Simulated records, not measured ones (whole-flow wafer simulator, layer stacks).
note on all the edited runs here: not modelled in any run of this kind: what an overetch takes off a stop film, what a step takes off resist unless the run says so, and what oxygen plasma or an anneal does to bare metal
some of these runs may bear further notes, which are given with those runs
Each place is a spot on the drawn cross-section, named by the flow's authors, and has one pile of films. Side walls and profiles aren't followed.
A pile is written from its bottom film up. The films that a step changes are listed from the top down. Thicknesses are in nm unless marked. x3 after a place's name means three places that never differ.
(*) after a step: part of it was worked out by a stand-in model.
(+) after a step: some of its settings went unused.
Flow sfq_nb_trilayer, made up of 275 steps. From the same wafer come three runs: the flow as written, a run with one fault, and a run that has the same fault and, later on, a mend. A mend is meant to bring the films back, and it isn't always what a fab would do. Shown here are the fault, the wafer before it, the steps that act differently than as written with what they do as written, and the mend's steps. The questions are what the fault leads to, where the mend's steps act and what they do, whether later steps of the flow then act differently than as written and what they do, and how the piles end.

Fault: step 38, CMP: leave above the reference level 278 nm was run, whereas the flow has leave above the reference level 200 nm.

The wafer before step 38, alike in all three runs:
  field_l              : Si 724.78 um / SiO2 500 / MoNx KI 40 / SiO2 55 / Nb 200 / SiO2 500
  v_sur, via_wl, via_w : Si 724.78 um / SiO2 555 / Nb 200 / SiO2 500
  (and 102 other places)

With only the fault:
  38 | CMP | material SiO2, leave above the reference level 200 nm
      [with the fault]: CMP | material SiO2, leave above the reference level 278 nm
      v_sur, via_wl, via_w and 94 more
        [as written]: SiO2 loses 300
        [with the fault]: SiO2 loses 222
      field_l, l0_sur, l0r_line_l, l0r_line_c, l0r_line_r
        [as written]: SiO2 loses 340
        [with the fault]: SiO2 loses 262
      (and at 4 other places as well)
  Steps later in the flow that act otherwise than as written (not shown: 4 more steps that differ only slightly, by at most 2% or 0.5 nm, whichever is larger):
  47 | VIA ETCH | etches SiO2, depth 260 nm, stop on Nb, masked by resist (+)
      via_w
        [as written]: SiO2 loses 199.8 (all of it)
        [with the fault]: SiO2 loses 260
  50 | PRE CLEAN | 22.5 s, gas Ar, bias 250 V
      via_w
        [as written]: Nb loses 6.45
        [with the fault]: SiO2 loses 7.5
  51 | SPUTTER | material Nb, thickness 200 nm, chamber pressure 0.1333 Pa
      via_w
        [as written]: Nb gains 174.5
        [with the fault]: Nb gains 163.1 (new film)
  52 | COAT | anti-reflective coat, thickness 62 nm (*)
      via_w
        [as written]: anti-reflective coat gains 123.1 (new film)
        [with the fault]: anti-reflective coat gains 136.1 (new film)
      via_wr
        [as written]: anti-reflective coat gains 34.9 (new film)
        [with the fault]: anti-reflective coat gains 33.2 (new film)
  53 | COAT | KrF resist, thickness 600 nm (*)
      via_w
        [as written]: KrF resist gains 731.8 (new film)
        [with the fault]: KrF resist gains 781.6 (new film)
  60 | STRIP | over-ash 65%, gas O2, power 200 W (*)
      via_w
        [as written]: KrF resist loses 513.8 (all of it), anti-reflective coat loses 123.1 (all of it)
        [with the fault]: KrF resist loses 563.6 (all of it), anti-reflective coat loses 136.1 (all of it)
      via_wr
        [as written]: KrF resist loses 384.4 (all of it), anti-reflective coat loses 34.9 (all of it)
        [with the fault]: KrF resist loses 378.6 (all of it), anti-reflective coat loses 33.2 (all of it)
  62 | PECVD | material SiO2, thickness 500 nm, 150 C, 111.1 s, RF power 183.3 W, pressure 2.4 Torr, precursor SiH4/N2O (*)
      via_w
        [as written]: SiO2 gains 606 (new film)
        [with the fault]: SiO2 gains 678.7 (new film)
  At field_l, v_sur, via_wl and 103 more, the piles at the end differ from the flow's by more than 2% or 0.5 nm, whichever is larger.
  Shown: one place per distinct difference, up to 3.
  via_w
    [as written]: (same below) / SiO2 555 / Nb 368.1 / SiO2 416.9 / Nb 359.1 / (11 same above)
    [with the fault]: (same below) / SiO2 555 / Nb 200 / SiO2 10.3 / Nb 163.1 / SiO2 489.6 / Nb 359.1 / (11 same above)
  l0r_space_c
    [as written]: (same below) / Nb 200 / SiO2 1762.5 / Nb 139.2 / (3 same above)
    [with the fault]: (same below) / Nb 200 / SiO2 1840.5 / Nb 139.2 / (3 same above)
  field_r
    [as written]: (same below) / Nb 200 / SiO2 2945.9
    [with the fault]: (same below) / Nb 200 / SiO2 3023.9

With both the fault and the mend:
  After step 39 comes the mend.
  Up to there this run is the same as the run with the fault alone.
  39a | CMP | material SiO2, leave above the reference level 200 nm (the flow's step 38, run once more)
      field_l, v_sur, via_wl and 103 more
        SiO2 loses 78
  Later steps of the flow that are run all act as written at every place that is followed.
  The piles end the same as the flow's at every place that both follow.
